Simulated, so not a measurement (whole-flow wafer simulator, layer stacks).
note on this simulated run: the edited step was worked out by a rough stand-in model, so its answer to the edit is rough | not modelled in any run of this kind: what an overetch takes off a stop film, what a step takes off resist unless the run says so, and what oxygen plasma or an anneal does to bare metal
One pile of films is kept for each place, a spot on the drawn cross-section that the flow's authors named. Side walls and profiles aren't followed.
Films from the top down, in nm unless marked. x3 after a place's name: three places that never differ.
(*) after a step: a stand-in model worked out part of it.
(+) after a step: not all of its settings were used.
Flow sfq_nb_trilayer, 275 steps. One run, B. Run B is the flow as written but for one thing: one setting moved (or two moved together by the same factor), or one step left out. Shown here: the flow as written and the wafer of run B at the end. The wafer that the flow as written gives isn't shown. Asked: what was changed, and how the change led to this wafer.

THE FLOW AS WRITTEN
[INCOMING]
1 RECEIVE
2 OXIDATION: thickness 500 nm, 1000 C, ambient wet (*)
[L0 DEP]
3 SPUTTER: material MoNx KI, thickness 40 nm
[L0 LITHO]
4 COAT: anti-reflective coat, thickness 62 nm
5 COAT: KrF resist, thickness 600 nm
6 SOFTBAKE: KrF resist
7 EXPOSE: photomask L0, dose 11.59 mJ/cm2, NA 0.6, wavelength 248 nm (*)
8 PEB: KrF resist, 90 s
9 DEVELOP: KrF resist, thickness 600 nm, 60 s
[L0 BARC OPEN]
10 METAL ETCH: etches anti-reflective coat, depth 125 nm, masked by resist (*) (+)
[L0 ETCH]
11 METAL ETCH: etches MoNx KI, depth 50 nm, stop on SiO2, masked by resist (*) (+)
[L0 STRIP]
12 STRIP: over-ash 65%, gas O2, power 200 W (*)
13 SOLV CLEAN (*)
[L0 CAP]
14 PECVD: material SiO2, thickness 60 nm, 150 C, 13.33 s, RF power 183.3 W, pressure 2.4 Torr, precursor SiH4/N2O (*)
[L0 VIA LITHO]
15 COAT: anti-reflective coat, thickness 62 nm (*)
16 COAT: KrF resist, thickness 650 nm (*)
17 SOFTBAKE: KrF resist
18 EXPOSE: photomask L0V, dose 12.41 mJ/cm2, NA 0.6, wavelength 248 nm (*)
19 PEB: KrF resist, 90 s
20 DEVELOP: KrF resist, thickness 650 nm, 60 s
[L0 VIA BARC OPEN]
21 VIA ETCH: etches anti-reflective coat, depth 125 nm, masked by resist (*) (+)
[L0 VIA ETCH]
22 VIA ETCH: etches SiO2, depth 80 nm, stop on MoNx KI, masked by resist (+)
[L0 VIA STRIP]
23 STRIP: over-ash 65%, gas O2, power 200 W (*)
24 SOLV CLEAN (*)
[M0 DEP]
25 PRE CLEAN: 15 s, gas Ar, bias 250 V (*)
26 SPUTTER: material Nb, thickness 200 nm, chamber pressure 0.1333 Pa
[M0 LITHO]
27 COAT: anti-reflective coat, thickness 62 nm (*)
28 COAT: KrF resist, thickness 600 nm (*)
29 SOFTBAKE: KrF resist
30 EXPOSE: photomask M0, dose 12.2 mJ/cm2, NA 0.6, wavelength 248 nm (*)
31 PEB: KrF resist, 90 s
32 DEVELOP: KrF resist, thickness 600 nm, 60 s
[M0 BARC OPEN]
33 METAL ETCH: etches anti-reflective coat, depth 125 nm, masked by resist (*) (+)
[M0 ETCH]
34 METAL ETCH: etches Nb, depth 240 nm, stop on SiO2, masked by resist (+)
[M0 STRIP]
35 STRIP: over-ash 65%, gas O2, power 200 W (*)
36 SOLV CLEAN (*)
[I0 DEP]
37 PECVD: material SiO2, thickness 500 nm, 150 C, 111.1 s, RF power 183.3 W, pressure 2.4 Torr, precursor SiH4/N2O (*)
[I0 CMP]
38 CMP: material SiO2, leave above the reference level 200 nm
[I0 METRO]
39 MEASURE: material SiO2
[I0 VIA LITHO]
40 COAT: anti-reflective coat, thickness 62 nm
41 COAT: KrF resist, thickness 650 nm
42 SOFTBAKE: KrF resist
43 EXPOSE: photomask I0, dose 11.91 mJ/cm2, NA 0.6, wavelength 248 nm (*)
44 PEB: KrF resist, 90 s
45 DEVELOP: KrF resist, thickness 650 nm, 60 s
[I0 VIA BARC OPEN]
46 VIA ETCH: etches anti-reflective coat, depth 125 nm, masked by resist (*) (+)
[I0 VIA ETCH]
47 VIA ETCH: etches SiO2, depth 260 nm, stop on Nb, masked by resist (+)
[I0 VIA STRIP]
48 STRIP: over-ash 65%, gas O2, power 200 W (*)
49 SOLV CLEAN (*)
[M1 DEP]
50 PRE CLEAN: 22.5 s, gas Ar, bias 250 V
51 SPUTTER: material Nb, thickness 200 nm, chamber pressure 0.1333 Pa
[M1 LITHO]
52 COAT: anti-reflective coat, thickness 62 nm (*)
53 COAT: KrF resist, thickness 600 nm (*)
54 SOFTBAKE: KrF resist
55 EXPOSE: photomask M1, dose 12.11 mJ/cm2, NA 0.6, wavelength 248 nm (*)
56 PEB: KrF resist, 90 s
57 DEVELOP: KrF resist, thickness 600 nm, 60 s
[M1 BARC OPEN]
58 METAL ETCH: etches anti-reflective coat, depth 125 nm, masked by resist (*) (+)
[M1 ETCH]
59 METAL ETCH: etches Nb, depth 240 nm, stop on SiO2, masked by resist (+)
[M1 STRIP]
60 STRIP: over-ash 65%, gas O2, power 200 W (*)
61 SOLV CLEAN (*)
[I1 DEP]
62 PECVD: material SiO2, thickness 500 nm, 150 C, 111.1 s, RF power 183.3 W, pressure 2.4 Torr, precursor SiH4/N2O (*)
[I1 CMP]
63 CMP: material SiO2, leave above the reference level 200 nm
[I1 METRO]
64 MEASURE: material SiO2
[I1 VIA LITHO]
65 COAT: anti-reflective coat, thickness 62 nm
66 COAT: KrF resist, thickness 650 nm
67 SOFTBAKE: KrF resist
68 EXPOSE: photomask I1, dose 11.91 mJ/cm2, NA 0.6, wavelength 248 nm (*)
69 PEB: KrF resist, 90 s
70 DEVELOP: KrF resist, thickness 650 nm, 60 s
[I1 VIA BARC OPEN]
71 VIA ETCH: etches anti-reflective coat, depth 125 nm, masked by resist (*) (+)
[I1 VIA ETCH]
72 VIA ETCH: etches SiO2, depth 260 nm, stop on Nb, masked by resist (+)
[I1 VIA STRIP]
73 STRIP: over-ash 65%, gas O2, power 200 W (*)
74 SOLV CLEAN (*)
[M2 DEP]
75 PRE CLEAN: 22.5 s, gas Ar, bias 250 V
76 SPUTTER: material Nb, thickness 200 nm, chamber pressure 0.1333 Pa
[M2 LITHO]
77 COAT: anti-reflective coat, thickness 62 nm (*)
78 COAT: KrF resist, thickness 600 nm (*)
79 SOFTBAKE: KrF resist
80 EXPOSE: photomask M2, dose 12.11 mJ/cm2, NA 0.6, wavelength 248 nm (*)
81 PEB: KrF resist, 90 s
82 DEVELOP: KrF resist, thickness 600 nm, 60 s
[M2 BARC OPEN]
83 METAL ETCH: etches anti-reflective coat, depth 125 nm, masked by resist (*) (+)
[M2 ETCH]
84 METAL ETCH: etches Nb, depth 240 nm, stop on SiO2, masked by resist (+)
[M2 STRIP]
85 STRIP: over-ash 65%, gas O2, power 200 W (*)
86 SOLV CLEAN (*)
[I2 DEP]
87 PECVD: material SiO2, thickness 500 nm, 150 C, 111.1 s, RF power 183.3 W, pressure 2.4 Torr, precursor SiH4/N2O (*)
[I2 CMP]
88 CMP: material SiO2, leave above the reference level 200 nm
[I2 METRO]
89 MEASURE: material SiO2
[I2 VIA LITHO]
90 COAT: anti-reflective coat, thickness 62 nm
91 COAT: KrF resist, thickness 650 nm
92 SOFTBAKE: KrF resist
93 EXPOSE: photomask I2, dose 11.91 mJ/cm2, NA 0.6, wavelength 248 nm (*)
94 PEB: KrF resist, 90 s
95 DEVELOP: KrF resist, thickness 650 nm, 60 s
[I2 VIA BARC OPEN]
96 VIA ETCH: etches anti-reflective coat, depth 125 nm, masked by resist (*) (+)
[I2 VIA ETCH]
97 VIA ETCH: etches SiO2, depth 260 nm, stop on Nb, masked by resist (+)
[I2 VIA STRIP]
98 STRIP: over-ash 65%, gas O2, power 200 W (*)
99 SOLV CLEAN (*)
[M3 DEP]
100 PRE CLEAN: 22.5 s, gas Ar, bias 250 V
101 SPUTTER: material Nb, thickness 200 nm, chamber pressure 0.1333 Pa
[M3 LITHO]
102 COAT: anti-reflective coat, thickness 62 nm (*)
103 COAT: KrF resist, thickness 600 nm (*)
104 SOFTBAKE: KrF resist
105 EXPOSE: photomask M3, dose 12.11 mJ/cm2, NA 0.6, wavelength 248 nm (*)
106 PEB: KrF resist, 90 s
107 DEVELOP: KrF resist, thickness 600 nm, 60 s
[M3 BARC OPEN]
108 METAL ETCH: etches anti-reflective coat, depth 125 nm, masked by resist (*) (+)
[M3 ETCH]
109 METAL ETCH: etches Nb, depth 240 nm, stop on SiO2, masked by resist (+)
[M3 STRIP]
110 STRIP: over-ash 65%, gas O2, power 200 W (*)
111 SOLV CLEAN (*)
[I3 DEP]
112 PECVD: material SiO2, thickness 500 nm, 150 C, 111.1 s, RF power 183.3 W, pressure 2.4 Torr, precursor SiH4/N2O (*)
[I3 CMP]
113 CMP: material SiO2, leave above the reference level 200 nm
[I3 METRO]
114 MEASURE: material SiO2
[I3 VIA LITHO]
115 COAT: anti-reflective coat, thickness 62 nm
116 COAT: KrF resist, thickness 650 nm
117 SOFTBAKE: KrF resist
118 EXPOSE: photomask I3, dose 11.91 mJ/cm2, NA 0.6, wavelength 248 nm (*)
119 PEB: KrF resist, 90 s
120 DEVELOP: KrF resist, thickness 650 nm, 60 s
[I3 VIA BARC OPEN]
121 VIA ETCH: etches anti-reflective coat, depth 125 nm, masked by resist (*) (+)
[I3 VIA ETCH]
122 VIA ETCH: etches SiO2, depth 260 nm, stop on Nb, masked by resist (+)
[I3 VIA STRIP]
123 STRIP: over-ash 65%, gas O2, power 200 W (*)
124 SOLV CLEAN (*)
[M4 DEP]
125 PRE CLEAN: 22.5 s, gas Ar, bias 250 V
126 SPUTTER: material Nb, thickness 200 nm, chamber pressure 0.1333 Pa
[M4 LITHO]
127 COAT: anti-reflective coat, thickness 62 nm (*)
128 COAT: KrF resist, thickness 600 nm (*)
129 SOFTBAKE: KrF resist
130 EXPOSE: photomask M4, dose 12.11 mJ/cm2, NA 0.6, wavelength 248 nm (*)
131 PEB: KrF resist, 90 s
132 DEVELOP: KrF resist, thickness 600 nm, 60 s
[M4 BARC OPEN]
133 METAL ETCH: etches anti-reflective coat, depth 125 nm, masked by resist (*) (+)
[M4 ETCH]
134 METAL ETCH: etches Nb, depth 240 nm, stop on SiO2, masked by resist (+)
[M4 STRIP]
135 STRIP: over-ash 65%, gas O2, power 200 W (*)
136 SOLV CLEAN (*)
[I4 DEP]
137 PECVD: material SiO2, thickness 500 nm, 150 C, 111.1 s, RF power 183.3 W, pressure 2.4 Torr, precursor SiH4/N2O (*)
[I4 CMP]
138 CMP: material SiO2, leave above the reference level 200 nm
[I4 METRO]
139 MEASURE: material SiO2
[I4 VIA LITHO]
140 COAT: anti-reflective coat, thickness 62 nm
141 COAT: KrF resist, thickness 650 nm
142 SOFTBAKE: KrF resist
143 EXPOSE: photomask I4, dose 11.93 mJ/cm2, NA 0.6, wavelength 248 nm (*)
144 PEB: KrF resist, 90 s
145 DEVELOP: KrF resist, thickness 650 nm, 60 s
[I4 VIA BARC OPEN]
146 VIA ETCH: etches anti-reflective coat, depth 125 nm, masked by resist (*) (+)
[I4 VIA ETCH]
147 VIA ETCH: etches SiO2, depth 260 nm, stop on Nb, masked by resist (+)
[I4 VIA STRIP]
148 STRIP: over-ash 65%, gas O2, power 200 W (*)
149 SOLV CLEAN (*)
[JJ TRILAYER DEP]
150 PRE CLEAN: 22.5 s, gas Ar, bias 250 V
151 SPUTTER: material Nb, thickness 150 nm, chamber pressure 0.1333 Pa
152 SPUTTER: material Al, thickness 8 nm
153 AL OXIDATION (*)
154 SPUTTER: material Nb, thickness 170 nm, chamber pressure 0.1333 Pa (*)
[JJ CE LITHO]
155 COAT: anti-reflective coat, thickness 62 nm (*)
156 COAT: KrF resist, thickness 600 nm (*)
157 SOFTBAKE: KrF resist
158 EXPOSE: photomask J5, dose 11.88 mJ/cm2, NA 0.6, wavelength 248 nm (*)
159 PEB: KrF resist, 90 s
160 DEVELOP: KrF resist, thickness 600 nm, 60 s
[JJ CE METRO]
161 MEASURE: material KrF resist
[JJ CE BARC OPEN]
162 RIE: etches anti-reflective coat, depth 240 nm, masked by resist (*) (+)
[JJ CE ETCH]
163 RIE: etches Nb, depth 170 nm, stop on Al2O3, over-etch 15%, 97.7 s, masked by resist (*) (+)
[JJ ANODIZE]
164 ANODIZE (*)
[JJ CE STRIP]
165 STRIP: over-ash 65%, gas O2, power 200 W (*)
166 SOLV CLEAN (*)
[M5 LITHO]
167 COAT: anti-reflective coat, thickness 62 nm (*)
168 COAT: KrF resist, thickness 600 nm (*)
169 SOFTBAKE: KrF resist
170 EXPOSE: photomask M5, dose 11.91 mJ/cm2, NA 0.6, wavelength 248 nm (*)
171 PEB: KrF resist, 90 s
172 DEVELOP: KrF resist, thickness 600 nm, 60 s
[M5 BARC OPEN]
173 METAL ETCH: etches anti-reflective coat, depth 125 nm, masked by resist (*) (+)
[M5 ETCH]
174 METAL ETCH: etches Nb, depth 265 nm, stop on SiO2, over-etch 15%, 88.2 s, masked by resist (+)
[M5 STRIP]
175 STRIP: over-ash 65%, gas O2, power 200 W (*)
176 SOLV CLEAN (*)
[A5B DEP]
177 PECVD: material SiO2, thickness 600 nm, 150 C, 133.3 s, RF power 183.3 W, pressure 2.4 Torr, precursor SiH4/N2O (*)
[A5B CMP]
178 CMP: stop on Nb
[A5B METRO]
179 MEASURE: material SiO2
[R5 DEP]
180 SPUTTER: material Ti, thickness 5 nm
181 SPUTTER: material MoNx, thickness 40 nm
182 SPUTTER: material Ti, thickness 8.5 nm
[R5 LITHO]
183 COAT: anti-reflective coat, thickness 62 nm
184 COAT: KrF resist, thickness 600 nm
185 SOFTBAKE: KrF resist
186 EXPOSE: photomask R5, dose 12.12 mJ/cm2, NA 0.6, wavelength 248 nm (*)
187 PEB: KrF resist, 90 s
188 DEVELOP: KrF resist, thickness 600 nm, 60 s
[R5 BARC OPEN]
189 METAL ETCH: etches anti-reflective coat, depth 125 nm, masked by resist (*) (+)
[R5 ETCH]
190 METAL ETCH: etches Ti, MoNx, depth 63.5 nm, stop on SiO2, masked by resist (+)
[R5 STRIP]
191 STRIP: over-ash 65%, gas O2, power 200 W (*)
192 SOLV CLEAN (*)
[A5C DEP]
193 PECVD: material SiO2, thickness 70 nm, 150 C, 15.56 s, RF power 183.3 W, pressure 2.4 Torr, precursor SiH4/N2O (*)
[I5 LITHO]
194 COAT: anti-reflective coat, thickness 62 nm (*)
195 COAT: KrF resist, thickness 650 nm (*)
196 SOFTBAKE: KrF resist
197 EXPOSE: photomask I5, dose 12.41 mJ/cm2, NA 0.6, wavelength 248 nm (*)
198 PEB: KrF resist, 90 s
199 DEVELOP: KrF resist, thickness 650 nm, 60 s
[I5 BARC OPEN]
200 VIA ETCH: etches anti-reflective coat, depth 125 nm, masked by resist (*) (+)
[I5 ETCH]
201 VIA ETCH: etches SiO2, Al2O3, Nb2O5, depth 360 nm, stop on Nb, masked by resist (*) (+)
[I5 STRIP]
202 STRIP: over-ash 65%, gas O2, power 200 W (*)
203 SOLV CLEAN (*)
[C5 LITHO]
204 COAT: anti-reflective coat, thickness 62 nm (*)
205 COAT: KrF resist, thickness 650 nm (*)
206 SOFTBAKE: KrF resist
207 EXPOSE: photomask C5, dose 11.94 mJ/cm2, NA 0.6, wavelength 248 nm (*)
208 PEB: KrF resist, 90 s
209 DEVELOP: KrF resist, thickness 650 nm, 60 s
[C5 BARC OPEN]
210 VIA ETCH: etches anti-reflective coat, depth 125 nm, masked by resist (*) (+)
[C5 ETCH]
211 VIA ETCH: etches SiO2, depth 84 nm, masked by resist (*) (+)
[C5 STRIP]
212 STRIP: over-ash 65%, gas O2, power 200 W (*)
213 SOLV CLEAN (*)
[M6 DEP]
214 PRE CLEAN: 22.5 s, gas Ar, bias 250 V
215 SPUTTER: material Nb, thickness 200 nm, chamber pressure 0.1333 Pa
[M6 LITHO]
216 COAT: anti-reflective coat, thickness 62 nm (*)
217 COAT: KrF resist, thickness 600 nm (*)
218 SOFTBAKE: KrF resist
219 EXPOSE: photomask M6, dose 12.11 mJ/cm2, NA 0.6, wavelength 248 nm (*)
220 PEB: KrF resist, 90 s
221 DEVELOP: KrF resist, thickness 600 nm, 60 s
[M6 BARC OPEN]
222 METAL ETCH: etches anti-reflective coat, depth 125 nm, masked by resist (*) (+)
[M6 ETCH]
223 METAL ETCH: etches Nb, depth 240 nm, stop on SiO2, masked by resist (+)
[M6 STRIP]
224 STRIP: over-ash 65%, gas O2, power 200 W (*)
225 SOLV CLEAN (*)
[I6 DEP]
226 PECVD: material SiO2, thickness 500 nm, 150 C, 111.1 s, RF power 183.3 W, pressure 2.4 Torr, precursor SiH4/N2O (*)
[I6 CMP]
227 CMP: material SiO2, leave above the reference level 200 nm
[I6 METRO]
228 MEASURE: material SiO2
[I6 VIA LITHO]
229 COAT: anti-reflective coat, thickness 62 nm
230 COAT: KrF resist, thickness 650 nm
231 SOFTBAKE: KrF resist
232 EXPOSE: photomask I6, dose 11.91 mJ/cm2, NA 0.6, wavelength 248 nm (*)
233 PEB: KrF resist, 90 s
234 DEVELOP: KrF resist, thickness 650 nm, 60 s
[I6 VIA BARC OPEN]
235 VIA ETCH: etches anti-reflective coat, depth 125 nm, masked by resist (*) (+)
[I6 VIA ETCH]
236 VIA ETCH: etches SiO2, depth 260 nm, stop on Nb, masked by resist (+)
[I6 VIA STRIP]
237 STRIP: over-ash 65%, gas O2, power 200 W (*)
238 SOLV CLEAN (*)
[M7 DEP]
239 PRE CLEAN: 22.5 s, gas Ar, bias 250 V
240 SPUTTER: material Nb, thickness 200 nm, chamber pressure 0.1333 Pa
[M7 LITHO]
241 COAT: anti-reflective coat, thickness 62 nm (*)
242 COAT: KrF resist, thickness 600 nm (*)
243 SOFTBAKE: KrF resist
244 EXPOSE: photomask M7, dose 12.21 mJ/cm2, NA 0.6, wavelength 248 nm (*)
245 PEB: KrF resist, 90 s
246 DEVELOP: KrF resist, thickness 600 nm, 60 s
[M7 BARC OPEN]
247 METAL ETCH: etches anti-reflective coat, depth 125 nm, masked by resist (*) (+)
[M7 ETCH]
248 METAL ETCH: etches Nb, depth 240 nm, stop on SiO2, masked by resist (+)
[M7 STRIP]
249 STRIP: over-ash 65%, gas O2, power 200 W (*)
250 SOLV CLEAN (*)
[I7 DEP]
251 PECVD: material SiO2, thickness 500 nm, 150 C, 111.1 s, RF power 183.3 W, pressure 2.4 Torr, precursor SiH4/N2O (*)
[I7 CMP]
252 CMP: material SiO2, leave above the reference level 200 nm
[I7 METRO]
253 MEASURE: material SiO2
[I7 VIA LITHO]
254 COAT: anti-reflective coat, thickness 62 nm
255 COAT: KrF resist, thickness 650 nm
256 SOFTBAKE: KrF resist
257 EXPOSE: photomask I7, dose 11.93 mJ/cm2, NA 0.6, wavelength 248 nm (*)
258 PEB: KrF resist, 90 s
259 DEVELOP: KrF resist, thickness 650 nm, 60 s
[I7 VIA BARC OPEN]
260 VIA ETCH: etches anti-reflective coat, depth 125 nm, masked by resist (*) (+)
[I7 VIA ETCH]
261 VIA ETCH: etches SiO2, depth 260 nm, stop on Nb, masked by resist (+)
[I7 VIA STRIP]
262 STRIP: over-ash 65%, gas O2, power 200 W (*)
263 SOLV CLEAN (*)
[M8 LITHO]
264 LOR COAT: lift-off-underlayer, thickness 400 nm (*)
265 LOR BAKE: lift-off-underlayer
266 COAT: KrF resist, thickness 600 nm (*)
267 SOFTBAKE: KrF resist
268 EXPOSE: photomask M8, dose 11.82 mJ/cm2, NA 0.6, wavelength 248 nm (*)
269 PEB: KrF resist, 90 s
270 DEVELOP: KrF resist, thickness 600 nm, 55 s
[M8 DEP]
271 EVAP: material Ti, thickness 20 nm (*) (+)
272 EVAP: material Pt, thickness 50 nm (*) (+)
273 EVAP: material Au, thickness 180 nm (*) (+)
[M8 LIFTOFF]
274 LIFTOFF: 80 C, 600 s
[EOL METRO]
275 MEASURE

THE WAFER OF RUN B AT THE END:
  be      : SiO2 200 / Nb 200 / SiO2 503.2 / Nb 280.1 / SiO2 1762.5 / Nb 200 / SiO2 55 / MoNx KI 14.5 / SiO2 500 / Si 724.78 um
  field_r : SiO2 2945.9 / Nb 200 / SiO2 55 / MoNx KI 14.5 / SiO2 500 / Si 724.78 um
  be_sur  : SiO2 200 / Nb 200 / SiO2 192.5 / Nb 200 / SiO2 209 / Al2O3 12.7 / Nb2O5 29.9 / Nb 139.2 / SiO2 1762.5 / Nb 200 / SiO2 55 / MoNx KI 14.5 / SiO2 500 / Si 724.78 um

The cause: step 11, METAL ETCH: depth 25.5 nm was run, where the flow has depth 50 nm.

How the change led to this, step by step:
  11 METAL ETCH: etches MoNx KI, depth 50 nm, stop on SiO2, masked by resist (*) (+)
      v_sur, via_wl, via_w and 97 more: MoNx KI -25.5 (as written it would be: MoNx KI -40 (all of it))
      field_l, l0_sur, l0v, l0r_line_l, l0r_line_c, l0r_line_r: KrF resist -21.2 (as written it would be: KrF resist -41.7)
  12 STRIP: over-ash 65%, gas O2, power 200 W (*)
      field_l, l0_sur, l0v, l0r_line_l, l0r_line_c, l0r_line_r: KrF resist -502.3 (all of it), anti-reflective coat -62 (all of it) (as written it would be: KrF resist -481.9 (all of it), anti-reflective coat -62 (all of it))
  14 PECVD: material SiO2, thickness 60 nm, 150 C, 13.33 s, RF power 183.3 W, pressure 2.4 Torr, precursor SiH4/N2O (*)
      v_sur, via_wl, via_w and 97 more: SiO2 +60 (new film) (as written it would be: SiO2 +60)
  15 COAT: anti-reflective coat, thickness 62 nm (*)
      field_l: anti-reflective coat +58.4 (new film) (as written it would be: anti-reflective coat +56.7 (new film))
      v_sur: anti-reflective coat +68.6 (new film) (as written it would be: anti-reflective coat +72.2 (new film))
      (and at 3 more places)
  23 STRIP: over-ash 65%, gas O2, power 200 W (*)
      field_l: KrF resist -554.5 (all of it), anti-reflective coat -58.4 (all of it) (as written it would be: KrF resist -551.4 (all of it), anti-reflective coat -56.7 (all of it))
      v_sur: KrF resist -566.3 (all of it), anti-reflective coat -68.6 (all of it) (as written it would be: KrF resist -570.5 (all of it), anti-reflective coat -72.2 (all of it))
      (and at 3 more places)
  27 COAT: anti-reflective coat, thickness 62 nm (*)
      field_l: anti-reflective coat +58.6 (new film) (as written it would be: anti-reflective coat +56.9 (new film))
      v_sur: anti-reflective coat +68.5 (new film) (as written it would be: anti-reflective coat +72.3 (new film))
      (and at 3 more places)
  35 STRIP: over-ash 65%, gas O2, power 200 W (*)
      field_l: KrF resist -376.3 (all of it), anti-reflective coat -58.6 (all of it) (as written it would be: KrF resist -372.9 (all of it), anti-reflective coat -56.9 (all of it))
      v_sur: KrF resist -388.2 (all of it), anti-reflective coat -68.5 (all of it) (as written it would be: KrF resist -391.6 (all of it), anti-reflective coat -72.3 (all of it))
      (and at 3 more places)
  38 CMP: material SiO2, leave above the reference level 200 nm
      field_l, l0_sur, l0r_line_l, l0r_line_c, l0r_line_r: SiO2 -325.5 (as written it would be: SiO2 -340)
      l0v: SiO2 -263.3 (as written it would be: SiO2 -277.8)
Counting metal films that touch as one body, be has 4 bodies (between them, from the top down: SiO2 503.2; SiO2 1762.5; SiO2 55); the flow as written gives 3 bodies (between them, from the top down: SiO2 503.2; SiO2 1762.5).
Counting metal films that touch as one body, field_r has 2 bodies (between them, from the top down: SiO2 55); the flow as written gives 1 body.
Counting metal films that touch as one body, be_sur has 5 bodies (between them, from the top down: SiO2 192.5; SiO2 209 / Al2O3 12.7 / Nb2O5 29.9; SiO2 1762.5; SiO2 55); the flow as written gives 4 bodies (between them, from the top down: SiO2 192.5; SiO2 209 / Al2O3 12.7 / Nb2O5 29.9; SiO2 1762.5).
